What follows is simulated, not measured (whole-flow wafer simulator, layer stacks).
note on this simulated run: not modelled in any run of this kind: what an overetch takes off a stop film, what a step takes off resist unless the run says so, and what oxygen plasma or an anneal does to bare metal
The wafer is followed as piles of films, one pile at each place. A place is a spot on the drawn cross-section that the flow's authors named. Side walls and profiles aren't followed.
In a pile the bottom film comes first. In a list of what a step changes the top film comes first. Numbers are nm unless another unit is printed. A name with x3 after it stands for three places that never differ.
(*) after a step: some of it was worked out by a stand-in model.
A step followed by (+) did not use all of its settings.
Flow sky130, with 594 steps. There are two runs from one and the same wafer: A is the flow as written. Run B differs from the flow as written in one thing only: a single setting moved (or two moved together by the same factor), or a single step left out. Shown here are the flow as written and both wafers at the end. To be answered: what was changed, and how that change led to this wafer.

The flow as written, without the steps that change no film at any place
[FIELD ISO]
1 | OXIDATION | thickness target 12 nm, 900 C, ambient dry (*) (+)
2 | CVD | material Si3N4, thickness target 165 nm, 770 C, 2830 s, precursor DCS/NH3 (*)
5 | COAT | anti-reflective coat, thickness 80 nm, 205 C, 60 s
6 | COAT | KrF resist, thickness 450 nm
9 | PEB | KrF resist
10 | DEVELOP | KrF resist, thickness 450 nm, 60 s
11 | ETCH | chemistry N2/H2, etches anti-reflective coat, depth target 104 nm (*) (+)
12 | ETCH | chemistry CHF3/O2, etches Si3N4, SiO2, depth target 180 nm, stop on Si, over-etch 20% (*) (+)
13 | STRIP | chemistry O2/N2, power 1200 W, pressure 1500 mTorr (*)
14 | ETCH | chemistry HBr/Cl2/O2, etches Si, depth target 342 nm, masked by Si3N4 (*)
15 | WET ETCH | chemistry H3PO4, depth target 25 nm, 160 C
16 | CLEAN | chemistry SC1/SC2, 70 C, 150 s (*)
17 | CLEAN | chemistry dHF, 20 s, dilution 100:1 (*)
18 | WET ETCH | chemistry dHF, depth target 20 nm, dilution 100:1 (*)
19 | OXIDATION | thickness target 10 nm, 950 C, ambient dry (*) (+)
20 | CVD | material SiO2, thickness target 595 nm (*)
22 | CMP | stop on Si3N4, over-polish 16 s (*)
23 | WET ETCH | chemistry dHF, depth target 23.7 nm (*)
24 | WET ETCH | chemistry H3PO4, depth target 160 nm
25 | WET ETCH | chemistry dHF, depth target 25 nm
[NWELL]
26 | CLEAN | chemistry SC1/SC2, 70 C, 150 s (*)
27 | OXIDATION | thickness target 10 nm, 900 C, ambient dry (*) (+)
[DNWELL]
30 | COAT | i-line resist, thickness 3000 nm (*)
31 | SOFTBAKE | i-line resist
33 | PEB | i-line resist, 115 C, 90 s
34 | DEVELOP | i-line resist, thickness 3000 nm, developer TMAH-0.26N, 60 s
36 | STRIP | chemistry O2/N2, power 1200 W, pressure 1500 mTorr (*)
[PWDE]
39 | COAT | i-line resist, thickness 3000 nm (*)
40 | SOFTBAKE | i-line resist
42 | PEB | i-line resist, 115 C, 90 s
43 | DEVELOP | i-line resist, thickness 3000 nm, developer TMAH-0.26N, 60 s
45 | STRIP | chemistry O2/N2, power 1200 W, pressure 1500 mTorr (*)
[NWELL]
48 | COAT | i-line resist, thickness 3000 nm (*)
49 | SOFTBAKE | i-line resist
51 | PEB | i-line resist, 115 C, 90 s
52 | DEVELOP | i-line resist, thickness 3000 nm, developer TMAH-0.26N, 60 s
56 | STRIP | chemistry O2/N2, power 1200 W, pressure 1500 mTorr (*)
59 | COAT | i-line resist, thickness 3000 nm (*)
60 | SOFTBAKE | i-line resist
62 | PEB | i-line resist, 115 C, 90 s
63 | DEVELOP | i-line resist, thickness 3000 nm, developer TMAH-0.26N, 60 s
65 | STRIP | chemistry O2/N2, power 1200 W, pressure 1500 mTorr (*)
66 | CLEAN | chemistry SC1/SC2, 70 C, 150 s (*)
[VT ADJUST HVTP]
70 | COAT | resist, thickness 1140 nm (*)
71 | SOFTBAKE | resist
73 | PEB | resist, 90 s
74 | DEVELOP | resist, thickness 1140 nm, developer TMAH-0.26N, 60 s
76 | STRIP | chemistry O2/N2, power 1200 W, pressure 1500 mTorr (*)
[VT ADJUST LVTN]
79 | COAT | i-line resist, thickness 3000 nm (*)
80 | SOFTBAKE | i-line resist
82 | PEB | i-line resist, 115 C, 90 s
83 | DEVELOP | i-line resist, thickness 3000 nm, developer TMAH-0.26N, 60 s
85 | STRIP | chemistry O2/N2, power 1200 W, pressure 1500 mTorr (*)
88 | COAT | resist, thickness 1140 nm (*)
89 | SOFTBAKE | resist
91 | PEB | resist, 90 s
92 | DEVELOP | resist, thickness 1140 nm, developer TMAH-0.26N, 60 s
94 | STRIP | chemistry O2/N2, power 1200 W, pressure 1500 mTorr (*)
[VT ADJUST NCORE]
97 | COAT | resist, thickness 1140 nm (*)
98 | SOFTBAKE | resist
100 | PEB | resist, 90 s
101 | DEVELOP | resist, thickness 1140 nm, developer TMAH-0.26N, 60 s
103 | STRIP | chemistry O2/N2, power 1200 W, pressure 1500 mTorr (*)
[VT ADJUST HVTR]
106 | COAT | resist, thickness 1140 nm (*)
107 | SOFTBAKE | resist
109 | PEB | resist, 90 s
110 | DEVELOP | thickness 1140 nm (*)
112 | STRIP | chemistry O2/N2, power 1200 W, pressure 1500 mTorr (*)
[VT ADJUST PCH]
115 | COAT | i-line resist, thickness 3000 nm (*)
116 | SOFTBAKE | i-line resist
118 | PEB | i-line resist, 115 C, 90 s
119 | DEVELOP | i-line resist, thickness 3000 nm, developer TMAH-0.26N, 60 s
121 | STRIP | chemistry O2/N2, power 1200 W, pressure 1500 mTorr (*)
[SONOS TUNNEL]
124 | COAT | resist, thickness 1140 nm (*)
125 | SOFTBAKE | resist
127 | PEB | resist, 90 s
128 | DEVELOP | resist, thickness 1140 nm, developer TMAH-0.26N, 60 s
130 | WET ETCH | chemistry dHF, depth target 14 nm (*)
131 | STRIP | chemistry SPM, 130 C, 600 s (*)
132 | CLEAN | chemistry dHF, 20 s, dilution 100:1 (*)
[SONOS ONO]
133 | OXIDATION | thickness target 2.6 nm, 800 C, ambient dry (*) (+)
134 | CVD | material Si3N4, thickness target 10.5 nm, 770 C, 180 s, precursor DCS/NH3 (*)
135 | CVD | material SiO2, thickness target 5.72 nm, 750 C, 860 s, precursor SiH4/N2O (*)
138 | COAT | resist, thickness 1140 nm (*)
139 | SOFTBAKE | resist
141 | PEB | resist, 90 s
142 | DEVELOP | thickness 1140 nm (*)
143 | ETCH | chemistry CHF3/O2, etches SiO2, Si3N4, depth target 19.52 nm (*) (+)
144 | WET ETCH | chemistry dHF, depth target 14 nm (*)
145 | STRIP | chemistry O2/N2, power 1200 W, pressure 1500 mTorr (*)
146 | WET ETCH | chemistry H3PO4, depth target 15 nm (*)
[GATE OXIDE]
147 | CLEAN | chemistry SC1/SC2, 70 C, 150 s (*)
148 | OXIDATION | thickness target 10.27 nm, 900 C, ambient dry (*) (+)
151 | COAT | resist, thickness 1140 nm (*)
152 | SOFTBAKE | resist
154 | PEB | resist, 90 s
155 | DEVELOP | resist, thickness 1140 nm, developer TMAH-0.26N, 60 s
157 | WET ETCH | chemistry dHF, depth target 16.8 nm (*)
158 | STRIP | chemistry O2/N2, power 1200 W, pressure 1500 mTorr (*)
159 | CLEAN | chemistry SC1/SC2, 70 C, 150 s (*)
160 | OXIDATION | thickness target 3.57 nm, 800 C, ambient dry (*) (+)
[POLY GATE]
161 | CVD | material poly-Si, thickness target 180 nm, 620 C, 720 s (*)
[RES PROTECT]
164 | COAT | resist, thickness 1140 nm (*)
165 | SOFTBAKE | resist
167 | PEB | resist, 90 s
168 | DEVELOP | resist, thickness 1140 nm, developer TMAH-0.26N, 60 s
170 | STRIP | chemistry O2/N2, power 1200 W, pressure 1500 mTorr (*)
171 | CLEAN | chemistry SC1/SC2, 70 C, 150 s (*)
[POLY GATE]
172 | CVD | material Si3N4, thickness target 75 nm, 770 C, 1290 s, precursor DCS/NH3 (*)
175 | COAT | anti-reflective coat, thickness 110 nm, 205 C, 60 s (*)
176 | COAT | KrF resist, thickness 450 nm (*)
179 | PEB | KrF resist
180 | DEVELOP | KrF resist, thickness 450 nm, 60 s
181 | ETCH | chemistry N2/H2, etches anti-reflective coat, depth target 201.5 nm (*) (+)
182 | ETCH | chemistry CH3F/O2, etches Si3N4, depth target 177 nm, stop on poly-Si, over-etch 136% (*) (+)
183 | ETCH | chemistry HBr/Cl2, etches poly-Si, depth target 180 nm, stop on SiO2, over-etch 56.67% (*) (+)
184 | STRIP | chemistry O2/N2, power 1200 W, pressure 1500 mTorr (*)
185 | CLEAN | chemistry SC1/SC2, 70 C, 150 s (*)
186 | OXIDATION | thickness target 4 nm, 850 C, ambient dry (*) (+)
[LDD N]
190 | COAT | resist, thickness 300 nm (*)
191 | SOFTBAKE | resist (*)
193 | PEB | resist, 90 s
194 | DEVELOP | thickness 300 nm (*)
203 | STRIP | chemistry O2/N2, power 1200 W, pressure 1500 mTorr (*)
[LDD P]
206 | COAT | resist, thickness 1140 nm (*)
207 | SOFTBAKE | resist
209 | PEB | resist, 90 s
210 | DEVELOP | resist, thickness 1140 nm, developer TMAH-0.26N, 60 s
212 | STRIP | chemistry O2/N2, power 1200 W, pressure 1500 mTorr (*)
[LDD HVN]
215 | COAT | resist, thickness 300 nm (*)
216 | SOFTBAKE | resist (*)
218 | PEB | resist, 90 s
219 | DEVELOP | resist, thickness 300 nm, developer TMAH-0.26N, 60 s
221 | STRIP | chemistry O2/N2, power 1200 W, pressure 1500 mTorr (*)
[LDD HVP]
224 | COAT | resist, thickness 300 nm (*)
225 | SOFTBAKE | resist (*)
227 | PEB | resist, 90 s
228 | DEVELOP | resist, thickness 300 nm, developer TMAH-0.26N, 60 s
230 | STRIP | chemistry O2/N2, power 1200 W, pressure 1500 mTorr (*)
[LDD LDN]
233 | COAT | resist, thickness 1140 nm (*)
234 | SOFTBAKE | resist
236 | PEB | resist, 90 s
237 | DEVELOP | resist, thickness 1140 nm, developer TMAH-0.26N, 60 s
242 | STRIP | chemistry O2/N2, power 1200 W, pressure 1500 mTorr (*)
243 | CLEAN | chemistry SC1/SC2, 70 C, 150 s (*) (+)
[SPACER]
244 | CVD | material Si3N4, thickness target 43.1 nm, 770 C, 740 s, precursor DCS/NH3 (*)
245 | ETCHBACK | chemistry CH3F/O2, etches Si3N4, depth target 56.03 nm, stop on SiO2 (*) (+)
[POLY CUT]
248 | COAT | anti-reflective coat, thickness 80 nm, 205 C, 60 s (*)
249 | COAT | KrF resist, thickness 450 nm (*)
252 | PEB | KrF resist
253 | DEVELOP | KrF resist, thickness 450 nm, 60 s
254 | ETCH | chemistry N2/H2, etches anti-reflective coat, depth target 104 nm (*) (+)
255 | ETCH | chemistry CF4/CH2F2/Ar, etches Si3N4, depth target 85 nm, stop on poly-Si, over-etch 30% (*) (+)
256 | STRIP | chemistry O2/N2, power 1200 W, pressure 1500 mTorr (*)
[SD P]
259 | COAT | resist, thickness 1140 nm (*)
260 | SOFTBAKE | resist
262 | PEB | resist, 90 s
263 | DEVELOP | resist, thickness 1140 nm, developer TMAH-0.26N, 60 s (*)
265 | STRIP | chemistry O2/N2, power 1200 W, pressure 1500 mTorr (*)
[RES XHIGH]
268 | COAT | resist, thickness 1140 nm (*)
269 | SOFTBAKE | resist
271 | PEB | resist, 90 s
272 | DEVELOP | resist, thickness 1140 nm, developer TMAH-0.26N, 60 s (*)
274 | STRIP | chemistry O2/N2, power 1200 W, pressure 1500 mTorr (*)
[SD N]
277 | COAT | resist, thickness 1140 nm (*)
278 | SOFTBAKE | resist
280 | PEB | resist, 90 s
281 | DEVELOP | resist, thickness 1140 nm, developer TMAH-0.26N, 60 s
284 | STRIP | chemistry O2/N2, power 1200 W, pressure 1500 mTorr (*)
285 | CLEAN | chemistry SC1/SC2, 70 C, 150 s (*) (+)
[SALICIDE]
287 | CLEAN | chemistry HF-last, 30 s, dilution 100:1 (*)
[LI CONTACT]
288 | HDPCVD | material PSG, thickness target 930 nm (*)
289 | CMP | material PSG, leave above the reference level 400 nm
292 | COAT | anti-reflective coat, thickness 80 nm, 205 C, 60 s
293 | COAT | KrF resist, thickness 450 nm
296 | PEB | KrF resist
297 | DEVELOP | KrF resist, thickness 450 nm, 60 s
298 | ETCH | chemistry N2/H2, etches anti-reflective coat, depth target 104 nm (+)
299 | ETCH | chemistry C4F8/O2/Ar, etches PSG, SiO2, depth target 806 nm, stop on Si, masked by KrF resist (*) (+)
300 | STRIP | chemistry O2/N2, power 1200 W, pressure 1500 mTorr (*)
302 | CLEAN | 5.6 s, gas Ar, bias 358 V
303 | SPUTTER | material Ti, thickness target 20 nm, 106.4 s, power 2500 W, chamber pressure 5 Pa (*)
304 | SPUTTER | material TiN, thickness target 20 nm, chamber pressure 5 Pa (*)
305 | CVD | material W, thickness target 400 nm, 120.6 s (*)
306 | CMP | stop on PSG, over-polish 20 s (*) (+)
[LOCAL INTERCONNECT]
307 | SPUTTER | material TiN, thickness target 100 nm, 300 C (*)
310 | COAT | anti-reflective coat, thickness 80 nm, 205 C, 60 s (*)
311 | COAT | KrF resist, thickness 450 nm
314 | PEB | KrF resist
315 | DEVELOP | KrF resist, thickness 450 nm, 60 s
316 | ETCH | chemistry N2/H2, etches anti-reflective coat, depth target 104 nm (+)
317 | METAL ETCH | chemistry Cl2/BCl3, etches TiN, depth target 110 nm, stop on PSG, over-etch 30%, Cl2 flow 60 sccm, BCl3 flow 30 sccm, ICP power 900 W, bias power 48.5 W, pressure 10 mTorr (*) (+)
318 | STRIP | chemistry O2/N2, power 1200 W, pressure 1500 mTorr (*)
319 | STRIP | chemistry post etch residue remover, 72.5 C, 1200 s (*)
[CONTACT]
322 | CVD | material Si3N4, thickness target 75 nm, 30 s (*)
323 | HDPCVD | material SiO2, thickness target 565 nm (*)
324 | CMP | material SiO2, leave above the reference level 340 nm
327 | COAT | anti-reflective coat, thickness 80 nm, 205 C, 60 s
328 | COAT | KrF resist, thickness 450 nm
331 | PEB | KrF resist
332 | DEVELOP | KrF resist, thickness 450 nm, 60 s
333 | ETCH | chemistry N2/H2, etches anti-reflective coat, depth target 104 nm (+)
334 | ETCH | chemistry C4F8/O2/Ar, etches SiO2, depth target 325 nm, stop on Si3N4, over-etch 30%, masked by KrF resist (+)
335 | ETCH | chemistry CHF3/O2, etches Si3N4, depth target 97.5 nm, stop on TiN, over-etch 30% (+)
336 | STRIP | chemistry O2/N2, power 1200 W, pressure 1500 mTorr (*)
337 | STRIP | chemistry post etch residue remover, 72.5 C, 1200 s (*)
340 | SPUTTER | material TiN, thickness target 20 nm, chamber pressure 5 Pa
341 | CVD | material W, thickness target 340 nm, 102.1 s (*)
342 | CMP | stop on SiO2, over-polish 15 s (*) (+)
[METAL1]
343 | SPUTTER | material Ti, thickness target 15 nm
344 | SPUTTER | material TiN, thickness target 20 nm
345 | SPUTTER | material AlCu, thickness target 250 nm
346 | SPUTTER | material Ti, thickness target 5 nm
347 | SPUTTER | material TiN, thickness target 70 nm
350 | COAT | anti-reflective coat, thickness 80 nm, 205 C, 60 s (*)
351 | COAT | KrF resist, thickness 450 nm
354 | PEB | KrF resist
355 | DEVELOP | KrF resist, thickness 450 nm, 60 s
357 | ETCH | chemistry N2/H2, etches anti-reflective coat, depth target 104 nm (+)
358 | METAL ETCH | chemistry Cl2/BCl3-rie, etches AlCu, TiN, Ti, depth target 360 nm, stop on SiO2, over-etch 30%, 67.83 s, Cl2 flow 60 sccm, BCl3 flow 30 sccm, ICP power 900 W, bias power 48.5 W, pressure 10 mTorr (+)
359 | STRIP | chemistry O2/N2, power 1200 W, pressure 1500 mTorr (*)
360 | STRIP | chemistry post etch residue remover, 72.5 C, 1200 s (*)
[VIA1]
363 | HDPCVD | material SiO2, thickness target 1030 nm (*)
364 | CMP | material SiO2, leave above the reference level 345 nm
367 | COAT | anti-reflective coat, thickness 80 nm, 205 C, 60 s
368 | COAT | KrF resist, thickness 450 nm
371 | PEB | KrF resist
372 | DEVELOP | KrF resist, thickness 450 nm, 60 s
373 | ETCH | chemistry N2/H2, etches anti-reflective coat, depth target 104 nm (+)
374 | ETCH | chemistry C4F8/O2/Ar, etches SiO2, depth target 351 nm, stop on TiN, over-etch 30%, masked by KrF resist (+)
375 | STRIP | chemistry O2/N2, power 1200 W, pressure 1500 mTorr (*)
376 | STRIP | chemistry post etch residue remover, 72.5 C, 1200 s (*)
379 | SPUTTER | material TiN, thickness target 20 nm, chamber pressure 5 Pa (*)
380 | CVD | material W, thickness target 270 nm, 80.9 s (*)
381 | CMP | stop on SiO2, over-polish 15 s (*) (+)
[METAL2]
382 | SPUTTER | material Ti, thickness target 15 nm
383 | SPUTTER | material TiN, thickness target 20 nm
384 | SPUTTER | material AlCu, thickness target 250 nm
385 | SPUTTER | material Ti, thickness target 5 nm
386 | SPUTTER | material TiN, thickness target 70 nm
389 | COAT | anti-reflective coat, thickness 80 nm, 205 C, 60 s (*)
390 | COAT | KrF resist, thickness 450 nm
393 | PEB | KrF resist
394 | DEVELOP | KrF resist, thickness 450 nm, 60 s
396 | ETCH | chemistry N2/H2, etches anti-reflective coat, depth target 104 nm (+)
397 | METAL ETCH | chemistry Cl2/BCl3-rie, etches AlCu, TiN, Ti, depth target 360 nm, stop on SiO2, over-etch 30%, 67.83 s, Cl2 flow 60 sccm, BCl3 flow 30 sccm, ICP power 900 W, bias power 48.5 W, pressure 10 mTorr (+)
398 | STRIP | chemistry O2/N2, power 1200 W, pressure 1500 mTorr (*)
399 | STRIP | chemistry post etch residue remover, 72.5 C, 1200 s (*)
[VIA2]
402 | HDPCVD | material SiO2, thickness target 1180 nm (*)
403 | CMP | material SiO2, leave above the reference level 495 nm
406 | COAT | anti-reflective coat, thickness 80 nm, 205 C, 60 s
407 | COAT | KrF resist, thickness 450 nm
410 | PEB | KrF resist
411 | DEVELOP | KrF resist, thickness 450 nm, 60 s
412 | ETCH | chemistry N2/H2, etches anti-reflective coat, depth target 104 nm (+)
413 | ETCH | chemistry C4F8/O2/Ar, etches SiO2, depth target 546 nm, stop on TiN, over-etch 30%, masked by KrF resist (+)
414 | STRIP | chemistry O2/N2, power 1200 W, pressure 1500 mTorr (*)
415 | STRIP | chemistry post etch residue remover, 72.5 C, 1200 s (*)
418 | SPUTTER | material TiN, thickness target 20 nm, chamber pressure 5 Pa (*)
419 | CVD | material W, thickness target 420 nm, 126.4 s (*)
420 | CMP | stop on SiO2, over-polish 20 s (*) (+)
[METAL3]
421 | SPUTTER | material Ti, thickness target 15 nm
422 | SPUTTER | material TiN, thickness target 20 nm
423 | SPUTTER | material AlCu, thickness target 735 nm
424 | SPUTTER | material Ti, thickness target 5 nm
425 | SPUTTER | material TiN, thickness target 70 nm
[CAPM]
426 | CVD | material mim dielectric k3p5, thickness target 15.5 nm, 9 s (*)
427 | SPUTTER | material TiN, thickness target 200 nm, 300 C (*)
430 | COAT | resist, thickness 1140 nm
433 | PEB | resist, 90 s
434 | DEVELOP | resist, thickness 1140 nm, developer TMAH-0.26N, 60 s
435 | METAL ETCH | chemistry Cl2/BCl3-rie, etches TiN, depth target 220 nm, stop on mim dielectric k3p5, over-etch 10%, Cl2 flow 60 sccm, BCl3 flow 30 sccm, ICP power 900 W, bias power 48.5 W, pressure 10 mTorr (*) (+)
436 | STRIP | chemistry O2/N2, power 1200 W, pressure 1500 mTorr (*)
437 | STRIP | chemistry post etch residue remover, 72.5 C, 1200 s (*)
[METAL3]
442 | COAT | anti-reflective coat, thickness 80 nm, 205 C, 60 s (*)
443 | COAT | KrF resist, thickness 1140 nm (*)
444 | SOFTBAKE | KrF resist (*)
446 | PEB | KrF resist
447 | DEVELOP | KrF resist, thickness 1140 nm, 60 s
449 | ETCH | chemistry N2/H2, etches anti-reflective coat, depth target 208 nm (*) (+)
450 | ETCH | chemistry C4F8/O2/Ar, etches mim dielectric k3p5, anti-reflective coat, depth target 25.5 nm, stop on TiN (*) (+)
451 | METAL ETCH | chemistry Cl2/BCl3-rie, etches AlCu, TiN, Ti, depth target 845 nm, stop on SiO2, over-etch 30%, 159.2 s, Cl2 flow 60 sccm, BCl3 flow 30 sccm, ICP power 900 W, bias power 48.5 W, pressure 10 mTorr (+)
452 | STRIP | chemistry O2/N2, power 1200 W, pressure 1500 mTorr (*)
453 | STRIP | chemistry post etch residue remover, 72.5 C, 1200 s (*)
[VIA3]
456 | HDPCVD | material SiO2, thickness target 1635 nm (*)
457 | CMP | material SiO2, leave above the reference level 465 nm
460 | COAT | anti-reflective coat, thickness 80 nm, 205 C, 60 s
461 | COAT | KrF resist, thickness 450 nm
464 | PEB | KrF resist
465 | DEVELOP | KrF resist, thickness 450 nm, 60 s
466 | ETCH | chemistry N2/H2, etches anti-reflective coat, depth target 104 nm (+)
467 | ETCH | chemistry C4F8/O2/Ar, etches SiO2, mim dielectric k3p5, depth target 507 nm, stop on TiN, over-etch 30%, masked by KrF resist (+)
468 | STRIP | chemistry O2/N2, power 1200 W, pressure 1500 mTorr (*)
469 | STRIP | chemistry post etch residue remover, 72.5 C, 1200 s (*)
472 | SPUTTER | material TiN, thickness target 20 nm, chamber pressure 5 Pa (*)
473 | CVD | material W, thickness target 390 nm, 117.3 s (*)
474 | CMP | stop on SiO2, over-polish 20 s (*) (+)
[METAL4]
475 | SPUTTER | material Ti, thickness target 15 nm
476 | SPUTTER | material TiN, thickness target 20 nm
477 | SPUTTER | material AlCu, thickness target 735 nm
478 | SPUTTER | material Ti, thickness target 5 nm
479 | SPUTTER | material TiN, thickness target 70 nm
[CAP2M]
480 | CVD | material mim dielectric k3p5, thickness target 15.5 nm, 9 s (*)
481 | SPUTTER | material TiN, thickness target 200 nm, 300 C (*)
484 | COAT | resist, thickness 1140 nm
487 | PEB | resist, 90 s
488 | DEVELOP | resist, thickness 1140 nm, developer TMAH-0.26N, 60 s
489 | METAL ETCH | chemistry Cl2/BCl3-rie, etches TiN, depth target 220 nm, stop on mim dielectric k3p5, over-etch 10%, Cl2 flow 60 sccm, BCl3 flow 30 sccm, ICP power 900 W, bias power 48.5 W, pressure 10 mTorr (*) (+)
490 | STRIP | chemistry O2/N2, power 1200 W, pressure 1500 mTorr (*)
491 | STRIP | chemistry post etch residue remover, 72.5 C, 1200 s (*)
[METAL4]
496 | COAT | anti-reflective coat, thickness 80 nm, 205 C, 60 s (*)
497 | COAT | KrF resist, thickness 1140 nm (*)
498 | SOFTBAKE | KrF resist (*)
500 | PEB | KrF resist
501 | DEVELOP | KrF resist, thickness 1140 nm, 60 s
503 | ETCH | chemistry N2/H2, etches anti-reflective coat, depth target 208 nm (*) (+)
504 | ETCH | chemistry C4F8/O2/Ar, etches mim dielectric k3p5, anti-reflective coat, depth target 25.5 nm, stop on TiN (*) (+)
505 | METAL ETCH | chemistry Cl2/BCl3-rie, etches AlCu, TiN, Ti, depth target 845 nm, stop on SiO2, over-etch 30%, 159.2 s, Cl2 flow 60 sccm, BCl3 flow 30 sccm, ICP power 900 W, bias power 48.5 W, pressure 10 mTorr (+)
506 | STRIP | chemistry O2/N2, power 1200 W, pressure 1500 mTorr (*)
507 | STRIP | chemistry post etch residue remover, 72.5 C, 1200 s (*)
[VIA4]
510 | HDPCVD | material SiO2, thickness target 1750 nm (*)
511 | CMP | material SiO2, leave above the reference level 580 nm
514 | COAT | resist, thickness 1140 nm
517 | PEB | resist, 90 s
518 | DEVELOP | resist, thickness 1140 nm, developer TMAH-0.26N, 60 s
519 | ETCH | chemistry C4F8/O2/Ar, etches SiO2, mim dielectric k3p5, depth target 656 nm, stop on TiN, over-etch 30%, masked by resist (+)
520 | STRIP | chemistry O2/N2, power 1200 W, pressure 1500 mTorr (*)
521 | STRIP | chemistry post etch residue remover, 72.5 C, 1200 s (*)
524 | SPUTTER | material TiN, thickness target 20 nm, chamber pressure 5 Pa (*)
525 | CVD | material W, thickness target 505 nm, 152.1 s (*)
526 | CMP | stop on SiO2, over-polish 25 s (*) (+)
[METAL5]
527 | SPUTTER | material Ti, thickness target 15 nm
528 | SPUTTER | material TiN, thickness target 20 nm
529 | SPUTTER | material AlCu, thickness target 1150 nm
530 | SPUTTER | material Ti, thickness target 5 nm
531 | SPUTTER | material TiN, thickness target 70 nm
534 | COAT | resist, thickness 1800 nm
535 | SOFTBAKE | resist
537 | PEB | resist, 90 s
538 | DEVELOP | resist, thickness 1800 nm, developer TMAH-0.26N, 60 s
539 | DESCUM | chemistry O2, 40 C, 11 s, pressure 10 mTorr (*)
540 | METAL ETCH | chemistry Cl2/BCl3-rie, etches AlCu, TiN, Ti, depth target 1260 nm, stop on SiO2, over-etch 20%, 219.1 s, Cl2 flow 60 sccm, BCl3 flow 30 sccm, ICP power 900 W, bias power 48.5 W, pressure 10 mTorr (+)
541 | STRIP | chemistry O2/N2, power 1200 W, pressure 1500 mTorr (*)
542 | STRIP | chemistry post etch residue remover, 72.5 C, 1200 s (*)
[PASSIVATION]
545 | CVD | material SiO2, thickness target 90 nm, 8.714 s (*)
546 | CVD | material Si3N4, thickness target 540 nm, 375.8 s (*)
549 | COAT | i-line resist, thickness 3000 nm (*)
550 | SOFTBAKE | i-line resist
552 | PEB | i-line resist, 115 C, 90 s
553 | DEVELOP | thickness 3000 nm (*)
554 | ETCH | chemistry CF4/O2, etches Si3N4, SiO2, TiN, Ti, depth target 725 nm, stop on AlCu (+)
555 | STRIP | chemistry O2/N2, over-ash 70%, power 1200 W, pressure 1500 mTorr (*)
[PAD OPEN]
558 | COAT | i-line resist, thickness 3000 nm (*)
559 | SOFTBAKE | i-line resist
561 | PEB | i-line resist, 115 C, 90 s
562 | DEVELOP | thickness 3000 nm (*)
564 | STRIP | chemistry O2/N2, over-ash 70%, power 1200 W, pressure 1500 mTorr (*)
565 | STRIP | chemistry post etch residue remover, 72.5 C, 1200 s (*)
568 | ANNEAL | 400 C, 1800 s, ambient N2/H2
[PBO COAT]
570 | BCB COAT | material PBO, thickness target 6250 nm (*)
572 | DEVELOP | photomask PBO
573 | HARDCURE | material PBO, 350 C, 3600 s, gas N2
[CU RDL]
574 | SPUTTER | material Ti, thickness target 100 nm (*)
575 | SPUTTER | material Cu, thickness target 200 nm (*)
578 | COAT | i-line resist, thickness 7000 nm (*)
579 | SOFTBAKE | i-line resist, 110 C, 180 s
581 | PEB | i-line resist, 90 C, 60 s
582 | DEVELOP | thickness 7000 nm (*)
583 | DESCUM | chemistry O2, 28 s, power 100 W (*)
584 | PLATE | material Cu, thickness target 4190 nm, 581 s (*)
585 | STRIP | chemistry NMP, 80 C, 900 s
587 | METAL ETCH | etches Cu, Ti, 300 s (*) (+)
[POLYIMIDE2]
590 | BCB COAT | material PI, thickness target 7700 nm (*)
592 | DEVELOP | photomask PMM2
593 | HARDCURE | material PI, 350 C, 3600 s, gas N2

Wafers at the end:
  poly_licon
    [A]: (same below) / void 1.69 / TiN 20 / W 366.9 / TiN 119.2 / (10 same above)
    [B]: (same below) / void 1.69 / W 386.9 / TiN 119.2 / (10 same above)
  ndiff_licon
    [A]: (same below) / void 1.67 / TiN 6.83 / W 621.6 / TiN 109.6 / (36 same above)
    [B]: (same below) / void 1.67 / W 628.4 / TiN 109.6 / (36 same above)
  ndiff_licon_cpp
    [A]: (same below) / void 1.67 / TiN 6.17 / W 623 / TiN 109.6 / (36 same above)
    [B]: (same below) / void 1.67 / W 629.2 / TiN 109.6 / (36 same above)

What caused this: step 304, SPUTTER: material TiN, thickness target 20 nm, chamber pressure 5 Pa (*), was omitted.

How this came from the change, step by step:
  306 | CMP | stop on PSG, over-polish 20 s (*) (+)
      field, active, n_well and 184 more: A W loses 400 (all of it), TiN loses 20 (all of it), Ti loses 20 (all of it), PSG loses 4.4 | B W loses 400 (all of it), Ti loses 20 (all of it), PSG loses 4.4
      ndiff_licon, ndiff_licon_cpp, rpo_hd_licon: A W loses 444.9 | B W loses 424.9
      (and at 1 other place as well)
